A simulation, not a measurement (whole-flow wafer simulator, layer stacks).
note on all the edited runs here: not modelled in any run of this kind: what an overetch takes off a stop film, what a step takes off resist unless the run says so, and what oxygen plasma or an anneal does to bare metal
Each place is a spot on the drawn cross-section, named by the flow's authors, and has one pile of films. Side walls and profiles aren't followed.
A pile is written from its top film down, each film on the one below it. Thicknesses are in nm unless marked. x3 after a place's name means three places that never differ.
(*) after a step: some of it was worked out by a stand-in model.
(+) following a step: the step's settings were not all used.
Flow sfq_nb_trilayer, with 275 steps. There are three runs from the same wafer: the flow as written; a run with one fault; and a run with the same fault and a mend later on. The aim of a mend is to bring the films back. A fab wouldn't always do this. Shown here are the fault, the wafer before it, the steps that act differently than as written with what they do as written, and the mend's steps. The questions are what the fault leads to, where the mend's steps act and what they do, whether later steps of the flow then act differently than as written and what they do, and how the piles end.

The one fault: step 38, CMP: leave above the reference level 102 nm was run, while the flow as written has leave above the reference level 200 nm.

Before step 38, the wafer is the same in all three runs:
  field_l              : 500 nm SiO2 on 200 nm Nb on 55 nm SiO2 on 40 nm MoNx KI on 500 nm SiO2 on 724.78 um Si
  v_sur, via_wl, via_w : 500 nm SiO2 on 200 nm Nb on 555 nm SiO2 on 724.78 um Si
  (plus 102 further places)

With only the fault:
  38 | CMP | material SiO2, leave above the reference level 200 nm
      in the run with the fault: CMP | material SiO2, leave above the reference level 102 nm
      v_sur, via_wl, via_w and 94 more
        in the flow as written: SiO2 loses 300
        in the run with the fault: SiO2 loses 398
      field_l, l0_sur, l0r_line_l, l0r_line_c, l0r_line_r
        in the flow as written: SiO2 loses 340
        in the run with the fault: SiO2 loses 438
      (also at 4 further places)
  Steps further on in the flow that do not act as written (3 other steps are not shown; they differ only slightly, by no more than 2% or 0.5 nm, whichever is larger):
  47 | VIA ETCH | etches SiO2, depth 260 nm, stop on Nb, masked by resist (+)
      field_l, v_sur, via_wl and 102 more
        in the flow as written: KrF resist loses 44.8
        in the run with the fault: KrF resist loses 26.3
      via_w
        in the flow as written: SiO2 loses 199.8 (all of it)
        in the run with the fault: SiO2 loses 101.8 (all of it)
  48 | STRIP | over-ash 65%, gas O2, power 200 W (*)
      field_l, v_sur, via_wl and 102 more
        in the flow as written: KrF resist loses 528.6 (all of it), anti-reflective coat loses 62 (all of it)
        in the run with the fault: KrF resist loses 547.1 (all of it), anti-reflective coat loses 62 (all of it)
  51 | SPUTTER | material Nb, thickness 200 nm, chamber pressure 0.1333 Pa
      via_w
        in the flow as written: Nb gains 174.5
        in the run with the fault: Nb gains 194
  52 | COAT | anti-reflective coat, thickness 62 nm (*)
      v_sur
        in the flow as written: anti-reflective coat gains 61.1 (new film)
        in the run with the fault: anti-reflective coat gains 57.4 (new film)
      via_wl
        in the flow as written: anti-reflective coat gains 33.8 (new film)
        in the run with the fault: anti-reflective coat gains 35.4 (new film)
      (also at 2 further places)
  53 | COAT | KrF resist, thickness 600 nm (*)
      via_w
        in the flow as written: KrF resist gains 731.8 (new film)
        in the run with the fault: KrF resist gains 649.4 (new film)
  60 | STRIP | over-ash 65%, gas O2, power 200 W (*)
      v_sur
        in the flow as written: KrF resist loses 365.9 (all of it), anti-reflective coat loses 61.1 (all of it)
        in the run with the fault: KrF resist loses 377.3 (all of it), anti-reflective coat loses 57.4 (all of it)
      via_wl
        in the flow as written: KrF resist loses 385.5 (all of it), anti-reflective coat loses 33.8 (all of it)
        in the run with the fault: KrF resist loses 395.5 (all of it), anti-reflective coat loses 35.4 (all of it)
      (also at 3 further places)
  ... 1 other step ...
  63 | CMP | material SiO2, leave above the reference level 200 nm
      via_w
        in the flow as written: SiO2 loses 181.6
        in the run with the fault: SiO2 loses 193
  At field_l, v_sur, via_wl and 103 more, the piles at the end differ from the flow's by more than 2% or 0.5 nm, whichever is larger.
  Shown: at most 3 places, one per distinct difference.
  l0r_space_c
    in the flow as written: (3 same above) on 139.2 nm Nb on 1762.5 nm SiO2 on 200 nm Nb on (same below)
    in the run with the fault: (3 same above) on 139.2 nm Nb on 1664.5 nm SiO2 on 200 nm Nb on (same below)
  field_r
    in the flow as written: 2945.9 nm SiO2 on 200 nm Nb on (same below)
    in the run with the fault: 2847.9 nm SiO2 on 200 nm Nb on (same below)
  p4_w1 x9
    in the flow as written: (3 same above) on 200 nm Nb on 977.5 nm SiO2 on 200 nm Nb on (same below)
    in the run with the fault: (3 same above) on 200 nm Nb on 879.5 nm SiO2 on 200 nm Nb on (same below)

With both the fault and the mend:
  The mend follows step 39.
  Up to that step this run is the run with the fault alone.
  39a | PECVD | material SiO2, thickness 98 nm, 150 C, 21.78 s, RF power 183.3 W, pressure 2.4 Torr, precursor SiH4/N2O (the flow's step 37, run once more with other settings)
      field_l, v_sur, via_wl and 103 more
        SiO2 gains 98
  None of the later steps of the flow acts differently than as written at any place that is followed.
  By the end, the piles equal the flow's at every place that both follow.
